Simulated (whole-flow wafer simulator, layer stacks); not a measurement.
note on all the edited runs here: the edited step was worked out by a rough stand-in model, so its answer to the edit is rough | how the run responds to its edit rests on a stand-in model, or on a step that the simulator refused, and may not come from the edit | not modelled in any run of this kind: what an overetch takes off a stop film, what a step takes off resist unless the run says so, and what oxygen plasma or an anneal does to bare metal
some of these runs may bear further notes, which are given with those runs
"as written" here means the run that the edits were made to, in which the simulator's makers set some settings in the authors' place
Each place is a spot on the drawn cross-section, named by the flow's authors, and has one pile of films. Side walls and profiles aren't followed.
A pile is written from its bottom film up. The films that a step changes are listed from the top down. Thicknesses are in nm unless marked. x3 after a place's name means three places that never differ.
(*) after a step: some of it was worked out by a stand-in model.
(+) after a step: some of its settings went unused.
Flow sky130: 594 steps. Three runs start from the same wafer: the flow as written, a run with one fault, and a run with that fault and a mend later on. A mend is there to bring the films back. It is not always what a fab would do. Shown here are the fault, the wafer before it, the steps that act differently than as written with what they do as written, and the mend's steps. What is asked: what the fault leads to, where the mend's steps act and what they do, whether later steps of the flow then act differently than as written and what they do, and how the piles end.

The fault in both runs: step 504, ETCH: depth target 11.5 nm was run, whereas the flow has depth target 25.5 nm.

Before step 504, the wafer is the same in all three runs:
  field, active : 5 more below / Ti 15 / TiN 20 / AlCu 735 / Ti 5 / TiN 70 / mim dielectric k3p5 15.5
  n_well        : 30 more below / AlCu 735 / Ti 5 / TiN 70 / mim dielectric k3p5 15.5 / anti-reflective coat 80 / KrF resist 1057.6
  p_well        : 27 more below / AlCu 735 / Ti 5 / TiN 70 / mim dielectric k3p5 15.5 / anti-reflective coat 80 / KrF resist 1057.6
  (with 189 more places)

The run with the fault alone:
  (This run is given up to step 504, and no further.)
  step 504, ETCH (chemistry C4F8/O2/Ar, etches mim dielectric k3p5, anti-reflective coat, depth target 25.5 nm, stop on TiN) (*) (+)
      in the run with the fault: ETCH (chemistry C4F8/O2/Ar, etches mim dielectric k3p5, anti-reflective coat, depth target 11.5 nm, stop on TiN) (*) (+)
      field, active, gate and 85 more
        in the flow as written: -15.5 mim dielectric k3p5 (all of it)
        in the run with the fault: -11.5 mim dielectric k3p5
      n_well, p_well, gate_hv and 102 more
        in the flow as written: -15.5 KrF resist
        in the run with the fault: -7.67 KrF resist
  After step 504, at field, active, gate and 85 more, the piles differ from the flow's by more than 2% or 0.5 nm, whichever is larger.
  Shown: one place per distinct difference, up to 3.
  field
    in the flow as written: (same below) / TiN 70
    in the run with the fault: (same below) / TiN 70 / mim dielectric k3p5 4

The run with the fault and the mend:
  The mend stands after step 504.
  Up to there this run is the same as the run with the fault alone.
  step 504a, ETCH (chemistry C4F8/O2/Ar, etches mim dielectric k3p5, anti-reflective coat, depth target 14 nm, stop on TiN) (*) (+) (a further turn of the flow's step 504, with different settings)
      n_well, p_well, gate_hv and 102 more
        -4 KrF resist
      field, active, gate and 85 more
        -4 mim dielectric k3p5 (all of it)
  Every later step of the flow that is run acts as written, at every place that is followed, to within 2% or 0.5 nm, whichever is larger.
  By the end, the piles equal the flow's at every place that both follow.
